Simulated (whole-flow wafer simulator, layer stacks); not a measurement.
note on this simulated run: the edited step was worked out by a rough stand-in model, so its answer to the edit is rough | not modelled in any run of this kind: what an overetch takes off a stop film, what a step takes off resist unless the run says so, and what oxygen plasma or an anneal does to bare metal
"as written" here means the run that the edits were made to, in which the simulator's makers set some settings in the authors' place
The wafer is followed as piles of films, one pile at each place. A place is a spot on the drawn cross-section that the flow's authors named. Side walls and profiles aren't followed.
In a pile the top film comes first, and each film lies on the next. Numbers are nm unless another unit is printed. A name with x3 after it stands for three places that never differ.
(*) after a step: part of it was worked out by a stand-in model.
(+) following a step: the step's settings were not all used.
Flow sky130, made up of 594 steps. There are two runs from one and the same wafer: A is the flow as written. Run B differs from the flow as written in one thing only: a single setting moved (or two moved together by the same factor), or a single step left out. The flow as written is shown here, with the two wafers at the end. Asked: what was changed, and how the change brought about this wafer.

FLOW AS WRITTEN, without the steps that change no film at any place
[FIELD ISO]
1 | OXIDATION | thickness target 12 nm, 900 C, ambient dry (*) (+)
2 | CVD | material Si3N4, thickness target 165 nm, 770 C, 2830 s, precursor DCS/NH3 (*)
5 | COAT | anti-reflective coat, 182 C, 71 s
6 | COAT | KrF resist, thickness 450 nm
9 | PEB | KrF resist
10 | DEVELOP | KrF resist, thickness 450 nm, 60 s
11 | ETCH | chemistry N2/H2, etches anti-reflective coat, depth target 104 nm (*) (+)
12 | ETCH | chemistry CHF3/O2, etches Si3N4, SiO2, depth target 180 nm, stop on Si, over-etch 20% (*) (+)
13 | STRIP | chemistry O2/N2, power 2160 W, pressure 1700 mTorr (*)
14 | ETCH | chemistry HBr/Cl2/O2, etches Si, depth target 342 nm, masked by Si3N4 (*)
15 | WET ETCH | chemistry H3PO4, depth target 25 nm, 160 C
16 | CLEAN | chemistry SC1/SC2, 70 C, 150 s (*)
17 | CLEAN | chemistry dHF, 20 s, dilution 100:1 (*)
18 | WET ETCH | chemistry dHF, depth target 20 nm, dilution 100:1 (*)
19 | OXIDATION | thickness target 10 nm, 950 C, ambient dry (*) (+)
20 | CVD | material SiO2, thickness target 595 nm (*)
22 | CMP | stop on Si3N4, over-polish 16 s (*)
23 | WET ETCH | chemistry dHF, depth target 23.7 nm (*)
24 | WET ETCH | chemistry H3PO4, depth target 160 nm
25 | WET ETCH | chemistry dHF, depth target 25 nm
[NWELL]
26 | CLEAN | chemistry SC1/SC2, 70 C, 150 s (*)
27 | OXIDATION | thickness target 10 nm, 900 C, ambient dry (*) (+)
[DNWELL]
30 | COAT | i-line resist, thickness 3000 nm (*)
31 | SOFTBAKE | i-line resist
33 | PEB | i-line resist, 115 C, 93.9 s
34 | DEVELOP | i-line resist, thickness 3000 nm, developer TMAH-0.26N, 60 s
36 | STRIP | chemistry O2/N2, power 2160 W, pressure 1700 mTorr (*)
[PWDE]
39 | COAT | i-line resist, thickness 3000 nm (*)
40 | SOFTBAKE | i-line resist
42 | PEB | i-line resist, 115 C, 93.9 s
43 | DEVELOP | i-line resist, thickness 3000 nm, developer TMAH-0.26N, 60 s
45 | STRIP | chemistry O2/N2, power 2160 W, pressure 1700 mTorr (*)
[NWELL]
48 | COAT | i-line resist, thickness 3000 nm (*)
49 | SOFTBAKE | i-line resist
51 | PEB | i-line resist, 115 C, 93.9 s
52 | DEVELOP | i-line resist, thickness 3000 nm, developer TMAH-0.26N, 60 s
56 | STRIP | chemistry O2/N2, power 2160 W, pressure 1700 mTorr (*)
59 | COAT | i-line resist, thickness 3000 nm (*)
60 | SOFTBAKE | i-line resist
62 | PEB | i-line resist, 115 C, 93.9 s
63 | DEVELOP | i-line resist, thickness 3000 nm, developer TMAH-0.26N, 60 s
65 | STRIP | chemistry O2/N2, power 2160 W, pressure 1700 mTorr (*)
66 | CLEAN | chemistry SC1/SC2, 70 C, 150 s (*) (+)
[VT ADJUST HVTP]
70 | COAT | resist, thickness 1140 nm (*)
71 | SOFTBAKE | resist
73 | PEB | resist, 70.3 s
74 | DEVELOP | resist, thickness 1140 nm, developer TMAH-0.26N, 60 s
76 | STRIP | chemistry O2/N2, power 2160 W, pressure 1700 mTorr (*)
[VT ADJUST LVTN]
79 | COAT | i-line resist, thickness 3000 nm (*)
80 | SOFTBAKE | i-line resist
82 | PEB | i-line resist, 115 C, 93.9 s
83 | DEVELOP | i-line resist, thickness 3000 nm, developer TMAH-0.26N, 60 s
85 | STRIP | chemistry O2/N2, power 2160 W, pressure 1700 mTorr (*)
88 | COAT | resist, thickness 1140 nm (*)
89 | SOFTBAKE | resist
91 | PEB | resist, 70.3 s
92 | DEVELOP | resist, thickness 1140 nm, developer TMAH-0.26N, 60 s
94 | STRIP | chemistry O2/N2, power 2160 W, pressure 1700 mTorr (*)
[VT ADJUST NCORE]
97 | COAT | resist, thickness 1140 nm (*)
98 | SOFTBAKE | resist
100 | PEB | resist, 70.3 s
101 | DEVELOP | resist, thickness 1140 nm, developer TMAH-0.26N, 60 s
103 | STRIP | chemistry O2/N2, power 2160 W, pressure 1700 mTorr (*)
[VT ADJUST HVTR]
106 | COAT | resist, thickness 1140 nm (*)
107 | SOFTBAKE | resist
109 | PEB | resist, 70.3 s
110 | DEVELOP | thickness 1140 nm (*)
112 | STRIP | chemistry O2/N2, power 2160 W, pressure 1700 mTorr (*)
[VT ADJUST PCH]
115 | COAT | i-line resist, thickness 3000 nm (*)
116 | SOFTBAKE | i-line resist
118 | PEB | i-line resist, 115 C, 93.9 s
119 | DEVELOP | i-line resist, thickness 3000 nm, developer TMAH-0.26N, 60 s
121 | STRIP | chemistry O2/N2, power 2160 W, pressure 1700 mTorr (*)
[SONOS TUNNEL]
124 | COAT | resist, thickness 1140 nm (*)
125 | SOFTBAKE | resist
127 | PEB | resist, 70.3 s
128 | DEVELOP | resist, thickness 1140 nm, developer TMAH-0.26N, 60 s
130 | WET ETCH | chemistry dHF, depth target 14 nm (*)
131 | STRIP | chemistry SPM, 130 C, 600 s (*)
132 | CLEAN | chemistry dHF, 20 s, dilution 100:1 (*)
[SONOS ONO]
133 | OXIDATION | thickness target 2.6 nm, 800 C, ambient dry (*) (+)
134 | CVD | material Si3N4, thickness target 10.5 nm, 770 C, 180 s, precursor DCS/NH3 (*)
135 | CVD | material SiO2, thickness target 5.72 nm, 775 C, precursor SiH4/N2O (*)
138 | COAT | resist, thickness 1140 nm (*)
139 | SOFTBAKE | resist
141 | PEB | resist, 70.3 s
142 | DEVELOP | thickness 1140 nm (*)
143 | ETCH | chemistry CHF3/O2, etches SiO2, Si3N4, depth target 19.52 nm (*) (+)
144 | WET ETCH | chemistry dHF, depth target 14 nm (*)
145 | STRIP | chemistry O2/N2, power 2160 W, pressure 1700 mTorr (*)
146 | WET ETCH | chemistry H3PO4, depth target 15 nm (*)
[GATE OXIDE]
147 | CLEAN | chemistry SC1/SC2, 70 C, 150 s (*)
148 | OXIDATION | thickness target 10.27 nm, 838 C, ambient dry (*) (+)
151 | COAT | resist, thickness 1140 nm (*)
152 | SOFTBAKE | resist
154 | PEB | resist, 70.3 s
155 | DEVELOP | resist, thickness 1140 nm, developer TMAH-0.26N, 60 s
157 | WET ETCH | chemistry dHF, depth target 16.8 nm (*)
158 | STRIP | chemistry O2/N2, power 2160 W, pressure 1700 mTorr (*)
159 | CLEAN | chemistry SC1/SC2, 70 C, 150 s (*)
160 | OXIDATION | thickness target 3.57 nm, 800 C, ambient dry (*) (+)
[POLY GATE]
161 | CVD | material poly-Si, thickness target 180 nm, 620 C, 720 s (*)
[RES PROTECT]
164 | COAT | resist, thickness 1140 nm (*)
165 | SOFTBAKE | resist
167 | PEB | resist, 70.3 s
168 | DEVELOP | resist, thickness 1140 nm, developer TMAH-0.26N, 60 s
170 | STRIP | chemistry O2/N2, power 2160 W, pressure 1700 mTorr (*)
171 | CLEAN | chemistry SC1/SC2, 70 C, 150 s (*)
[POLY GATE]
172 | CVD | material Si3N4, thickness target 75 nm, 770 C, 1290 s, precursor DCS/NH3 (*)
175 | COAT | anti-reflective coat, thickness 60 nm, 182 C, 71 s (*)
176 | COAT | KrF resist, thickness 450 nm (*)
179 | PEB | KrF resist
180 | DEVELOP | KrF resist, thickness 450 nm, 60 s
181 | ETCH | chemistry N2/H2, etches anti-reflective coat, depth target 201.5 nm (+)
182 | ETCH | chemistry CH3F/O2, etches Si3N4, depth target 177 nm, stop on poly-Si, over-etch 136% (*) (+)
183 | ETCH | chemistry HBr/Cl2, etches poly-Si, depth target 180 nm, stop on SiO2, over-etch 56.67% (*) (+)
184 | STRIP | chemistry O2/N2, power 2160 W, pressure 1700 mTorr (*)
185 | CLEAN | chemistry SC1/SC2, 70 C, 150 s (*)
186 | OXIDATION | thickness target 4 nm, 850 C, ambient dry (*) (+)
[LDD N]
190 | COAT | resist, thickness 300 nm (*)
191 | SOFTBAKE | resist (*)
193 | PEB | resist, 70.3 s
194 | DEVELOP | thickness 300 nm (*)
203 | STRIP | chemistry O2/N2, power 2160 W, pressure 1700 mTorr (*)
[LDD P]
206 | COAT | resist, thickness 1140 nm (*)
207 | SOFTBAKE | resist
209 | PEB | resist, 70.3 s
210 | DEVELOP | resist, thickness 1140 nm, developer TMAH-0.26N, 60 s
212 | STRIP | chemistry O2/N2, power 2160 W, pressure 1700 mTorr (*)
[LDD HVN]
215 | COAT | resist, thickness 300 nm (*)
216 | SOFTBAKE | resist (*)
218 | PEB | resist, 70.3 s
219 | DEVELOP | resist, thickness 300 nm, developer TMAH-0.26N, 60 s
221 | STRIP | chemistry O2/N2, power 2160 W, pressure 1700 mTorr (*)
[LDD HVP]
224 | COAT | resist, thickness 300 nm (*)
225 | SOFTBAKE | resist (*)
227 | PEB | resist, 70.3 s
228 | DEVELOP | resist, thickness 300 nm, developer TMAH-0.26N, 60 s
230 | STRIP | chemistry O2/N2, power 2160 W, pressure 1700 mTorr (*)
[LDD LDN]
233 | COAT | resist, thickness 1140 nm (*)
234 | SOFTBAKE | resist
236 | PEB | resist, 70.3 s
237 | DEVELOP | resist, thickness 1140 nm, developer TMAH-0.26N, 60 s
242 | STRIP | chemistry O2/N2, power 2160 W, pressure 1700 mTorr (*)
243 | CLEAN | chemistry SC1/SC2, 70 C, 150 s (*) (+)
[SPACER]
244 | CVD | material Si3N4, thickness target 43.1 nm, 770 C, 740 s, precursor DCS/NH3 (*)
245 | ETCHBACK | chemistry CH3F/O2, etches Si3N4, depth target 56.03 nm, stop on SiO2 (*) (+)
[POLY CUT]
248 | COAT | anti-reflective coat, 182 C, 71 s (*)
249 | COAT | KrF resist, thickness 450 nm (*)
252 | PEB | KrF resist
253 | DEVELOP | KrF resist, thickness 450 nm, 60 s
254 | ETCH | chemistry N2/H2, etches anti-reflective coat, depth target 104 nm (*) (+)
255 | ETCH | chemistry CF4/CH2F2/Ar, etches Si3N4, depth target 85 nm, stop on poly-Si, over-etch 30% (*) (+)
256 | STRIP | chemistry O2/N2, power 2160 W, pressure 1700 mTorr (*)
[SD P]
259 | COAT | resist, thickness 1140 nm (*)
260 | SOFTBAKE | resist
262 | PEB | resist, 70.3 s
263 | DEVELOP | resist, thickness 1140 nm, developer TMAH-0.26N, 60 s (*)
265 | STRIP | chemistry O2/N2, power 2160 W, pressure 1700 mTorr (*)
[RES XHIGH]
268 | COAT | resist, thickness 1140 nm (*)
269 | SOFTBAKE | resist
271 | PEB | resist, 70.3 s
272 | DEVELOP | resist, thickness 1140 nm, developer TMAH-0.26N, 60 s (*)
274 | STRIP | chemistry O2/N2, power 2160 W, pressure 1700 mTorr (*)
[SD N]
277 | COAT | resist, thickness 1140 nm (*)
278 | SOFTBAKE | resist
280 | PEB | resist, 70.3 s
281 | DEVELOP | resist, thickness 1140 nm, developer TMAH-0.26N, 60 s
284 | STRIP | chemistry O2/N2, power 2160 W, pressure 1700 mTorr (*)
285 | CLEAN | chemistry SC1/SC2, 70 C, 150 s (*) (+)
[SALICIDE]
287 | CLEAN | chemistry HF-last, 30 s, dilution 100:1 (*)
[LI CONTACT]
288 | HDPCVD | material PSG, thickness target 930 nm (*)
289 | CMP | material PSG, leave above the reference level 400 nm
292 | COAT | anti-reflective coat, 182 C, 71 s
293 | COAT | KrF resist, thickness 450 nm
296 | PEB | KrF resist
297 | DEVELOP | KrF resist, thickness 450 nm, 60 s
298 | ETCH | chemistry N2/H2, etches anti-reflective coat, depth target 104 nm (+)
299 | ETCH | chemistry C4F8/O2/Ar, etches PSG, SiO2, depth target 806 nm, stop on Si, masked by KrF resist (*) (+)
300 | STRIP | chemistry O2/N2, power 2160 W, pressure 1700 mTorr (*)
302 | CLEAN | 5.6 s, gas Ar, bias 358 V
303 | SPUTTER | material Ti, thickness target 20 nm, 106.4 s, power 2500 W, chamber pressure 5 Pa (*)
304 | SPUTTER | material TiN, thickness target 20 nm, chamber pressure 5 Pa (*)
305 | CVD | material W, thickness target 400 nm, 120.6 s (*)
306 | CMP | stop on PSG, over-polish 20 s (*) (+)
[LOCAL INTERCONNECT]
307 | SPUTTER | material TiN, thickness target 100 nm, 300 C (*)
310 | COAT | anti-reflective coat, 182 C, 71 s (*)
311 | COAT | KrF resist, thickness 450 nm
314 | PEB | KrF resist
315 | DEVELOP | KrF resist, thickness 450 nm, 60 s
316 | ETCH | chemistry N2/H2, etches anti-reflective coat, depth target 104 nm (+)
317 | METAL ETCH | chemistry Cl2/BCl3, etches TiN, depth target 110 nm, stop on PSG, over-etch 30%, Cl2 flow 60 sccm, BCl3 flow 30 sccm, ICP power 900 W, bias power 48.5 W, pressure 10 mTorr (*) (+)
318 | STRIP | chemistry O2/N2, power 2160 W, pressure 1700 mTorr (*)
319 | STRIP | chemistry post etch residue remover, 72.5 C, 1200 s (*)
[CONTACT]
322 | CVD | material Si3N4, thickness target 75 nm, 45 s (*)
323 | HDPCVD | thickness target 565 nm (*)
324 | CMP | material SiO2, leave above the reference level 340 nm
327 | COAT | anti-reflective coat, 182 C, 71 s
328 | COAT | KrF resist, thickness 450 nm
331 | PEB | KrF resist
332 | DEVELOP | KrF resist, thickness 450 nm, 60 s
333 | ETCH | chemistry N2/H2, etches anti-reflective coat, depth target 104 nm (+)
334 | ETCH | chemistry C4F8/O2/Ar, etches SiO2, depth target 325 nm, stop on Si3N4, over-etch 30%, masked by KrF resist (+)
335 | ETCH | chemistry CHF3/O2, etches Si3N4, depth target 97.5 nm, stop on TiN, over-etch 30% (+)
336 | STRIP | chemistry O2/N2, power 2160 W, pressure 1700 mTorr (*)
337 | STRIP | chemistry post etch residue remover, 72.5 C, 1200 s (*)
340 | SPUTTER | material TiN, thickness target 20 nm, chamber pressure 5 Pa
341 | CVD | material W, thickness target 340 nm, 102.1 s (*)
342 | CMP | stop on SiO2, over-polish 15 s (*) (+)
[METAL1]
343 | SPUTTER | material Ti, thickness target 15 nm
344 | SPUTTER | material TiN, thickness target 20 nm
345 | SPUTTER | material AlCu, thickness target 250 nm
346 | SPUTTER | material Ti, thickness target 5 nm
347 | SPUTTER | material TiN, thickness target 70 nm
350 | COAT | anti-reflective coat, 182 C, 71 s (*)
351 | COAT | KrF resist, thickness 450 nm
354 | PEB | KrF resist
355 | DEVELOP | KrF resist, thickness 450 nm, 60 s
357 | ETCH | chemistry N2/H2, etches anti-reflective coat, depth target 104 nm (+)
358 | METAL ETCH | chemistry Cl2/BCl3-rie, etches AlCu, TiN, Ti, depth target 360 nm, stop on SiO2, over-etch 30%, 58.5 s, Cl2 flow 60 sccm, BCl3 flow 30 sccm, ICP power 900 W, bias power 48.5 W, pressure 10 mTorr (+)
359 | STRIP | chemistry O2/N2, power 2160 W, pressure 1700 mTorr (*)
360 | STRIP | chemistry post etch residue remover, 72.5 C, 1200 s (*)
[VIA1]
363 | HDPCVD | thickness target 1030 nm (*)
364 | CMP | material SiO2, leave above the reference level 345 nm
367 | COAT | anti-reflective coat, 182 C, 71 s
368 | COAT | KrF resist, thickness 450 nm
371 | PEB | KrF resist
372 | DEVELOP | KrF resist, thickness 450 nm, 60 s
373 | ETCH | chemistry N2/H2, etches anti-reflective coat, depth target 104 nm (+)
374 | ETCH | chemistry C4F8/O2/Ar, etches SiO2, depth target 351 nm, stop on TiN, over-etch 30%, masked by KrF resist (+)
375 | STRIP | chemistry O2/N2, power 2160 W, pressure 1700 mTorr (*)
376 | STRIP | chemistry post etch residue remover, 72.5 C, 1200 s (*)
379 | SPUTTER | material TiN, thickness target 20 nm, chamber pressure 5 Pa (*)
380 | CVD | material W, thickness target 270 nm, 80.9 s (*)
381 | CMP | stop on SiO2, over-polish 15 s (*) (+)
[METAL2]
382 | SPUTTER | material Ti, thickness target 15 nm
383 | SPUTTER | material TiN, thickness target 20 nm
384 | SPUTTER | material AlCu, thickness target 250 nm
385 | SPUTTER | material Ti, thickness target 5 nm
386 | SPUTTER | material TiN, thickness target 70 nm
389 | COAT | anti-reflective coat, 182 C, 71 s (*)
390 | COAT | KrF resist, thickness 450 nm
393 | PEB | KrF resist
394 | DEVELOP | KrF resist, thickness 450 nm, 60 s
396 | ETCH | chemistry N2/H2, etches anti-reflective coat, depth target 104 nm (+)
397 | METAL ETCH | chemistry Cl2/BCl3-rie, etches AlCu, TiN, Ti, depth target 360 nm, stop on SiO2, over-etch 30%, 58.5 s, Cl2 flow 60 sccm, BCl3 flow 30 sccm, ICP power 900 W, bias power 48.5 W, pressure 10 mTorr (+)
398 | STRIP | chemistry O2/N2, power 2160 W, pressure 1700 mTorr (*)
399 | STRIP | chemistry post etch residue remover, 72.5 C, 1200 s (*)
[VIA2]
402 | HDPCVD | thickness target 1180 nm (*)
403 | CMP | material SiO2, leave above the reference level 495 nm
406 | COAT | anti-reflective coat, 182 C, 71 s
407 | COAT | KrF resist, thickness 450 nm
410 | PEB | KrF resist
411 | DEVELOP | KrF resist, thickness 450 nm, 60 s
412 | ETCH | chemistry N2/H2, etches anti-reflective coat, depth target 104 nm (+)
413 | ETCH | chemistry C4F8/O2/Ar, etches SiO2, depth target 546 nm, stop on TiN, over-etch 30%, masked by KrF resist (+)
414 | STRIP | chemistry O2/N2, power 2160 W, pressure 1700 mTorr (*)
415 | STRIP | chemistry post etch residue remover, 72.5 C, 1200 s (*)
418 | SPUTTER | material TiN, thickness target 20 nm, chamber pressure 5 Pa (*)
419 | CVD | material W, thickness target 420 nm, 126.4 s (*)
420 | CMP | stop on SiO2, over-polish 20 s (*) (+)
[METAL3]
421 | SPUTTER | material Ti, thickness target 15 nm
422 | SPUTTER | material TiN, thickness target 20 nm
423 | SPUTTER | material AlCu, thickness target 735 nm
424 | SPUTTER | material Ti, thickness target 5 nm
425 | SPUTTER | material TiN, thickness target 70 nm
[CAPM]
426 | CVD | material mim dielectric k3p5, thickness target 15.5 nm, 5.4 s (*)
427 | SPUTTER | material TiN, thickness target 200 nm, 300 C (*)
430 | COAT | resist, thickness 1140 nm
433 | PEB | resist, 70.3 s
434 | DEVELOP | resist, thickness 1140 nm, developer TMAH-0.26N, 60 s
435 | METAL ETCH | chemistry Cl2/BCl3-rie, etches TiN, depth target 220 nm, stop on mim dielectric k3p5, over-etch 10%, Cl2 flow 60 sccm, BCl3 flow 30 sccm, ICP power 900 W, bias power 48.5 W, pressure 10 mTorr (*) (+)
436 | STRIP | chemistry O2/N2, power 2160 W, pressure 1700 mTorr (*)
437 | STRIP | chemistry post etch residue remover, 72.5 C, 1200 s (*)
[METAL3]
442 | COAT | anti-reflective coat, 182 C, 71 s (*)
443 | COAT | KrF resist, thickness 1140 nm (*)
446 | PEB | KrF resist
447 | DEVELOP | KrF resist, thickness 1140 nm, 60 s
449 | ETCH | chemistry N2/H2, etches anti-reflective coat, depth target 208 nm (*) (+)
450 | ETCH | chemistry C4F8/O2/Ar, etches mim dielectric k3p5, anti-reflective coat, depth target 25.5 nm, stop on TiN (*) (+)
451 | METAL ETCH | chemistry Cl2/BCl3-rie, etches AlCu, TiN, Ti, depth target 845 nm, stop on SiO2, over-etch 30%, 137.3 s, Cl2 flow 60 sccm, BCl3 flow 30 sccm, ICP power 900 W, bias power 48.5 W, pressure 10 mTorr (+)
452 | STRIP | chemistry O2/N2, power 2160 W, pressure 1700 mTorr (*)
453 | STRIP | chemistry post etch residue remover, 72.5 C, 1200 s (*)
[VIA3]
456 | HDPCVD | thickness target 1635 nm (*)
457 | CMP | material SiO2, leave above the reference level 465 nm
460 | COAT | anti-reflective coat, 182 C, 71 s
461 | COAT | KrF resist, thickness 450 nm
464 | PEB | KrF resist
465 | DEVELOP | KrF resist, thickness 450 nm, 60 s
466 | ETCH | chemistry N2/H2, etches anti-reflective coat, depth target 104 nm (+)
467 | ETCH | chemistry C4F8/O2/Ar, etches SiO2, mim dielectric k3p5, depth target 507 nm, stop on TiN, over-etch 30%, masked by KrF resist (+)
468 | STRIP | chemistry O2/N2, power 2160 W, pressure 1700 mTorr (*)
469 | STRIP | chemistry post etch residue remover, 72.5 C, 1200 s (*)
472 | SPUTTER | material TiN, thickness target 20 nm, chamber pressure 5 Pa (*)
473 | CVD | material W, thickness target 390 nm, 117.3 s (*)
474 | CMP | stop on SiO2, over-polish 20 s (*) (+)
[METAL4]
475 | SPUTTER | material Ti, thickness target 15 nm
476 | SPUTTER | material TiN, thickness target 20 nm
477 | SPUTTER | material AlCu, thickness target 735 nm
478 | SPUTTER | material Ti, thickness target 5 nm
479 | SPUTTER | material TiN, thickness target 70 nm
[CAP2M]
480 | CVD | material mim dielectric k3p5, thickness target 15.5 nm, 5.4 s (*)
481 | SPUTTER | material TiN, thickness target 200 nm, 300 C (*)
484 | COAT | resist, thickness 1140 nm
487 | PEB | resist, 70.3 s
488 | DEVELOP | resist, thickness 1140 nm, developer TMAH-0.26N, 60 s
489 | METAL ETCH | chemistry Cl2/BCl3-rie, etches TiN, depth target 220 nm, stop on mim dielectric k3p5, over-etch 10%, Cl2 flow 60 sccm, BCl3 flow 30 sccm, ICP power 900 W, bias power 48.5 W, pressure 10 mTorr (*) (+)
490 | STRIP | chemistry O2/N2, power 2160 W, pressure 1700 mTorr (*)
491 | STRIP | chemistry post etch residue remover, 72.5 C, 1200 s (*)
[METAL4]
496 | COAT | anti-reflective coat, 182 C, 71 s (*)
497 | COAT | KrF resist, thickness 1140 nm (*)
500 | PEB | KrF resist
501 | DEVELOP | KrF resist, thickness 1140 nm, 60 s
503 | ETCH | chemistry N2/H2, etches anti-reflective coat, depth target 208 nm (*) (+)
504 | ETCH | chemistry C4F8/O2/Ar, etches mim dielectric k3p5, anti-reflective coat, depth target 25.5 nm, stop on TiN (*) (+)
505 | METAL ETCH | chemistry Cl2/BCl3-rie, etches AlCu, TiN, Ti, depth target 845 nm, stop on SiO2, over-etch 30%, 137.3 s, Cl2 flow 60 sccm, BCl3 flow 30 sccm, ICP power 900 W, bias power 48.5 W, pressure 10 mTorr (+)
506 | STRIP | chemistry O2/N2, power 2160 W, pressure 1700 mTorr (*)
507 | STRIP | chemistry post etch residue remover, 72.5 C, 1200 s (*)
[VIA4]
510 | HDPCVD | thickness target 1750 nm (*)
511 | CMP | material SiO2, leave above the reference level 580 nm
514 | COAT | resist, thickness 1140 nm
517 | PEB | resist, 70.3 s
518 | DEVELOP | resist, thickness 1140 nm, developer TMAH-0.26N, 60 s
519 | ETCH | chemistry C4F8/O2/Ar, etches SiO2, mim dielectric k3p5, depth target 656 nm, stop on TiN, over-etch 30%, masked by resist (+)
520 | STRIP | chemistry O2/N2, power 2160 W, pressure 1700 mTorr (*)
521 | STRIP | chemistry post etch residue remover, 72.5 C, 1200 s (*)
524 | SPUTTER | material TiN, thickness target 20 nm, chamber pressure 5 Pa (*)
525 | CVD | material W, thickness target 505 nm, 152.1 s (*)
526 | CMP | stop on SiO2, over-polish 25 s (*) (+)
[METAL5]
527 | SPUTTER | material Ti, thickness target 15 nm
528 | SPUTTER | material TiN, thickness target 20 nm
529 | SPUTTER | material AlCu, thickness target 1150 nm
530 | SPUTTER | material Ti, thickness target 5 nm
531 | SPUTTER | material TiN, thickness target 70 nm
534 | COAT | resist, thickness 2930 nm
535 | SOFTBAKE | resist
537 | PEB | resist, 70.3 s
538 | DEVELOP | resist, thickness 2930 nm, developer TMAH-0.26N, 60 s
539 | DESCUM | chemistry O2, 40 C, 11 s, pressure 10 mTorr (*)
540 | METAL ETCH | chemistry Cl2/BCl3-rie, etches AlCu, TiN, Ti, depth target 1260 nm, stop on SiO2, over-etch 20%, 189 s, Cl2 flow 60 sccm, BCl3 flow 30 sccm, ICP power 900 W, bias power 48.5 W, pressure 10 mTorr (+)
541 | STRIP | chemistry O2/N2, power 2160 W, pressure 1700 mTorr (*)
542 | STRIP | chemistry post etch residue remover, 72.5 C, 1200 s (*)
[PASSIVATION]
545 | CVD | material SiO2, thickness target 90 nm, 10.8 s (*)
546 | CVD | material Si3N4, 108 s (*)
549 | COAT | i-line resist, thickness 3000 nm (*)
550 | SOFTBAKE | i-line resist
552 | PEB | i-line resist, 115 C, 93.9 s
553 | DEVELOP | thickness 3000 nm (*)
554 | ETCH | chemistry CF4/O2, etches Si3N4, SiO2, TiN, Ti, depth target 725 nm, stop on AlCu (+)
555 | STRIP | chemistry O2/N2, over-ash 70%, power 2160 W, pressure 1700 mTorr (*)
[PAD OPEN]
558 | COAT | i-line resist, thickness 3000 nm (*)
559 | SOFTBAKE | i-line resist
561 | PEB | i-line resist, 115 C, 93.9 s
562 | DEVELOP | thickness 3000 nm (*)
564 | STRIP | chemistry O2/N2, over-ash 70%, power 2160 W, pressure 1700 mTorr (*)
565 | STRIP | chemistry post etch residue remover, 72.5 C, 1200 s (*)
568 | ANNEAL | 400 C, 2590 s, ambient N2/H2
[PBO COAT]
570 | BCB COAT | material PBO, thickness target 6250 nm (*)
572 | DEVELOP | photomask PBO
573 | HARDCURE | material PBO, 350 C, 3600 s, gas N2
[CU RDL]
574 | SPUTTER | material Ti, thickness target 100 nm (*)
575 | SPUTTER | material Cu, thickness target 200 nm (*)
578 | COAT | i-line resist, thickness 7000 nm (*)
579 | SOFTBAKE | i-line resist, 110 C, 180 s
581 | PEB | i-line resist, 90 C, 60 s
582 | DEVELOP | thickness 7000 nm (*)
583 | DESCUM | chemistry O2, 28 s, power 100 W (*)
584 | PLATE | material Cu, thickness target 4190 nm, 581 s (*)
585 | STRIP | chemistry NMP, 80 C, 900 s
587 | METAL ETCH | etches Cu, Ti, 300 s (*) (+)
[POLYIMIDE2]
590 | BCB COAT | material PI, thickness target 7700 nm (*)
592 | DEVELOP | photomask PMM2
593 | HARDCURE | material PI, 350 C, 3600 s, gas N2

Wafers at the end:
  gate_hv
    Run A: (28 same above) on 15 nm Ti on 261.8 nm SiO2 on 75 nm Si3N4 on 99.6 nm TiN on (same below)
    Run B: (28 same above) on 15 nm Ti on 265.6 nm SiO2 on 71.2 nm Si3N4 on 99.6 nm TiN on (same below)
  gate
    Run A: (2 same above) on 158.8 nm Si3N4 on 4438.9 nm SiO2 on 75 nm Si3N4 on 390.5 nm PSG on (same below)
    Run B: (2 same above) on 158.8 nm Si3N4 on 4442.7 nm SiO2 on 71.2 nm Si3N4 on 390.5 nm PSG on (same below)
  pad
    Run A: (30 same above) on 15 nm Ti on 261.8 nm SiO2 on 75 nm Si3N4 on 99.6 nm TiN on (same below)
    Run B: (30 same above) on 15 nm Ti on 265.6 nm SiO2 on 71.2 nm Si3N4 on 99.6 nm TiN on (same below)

What caused this: step 322, CVD: thickness target 71.2 nm was run, whereas the flow has thickness target 75 nm; step 322, CVD: 42.8 s was run, where the flow has 45 s.
The wafer lets one read it off: gate_hv has Si3N4 71.2, and step 322 as written asks for 75 nm.

How this came from the change, step by step:
  322 | CVD | material Si3N4, thickness target 75 nm, 45 s (*)
      field, active, n_well and 188 more: A +75 Si3N4 (new film) | B +71.2 Si3N4 (new film)
  335 | ETCH | chemistry CHF3/O2, etches Si3N4, depth target 97.5 nm, stop on TiN, over-etch 30% (+)
      field, active, n_well and 184 more: A -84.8 KrF resist | B -80.5 KrF resist
      poly_licon, ndiff_licon, ndiff_licon_cpp, rpo_hd_licon: A -75 Si3N4 (all of it) | B -71.2 Si3N4 (all of it)
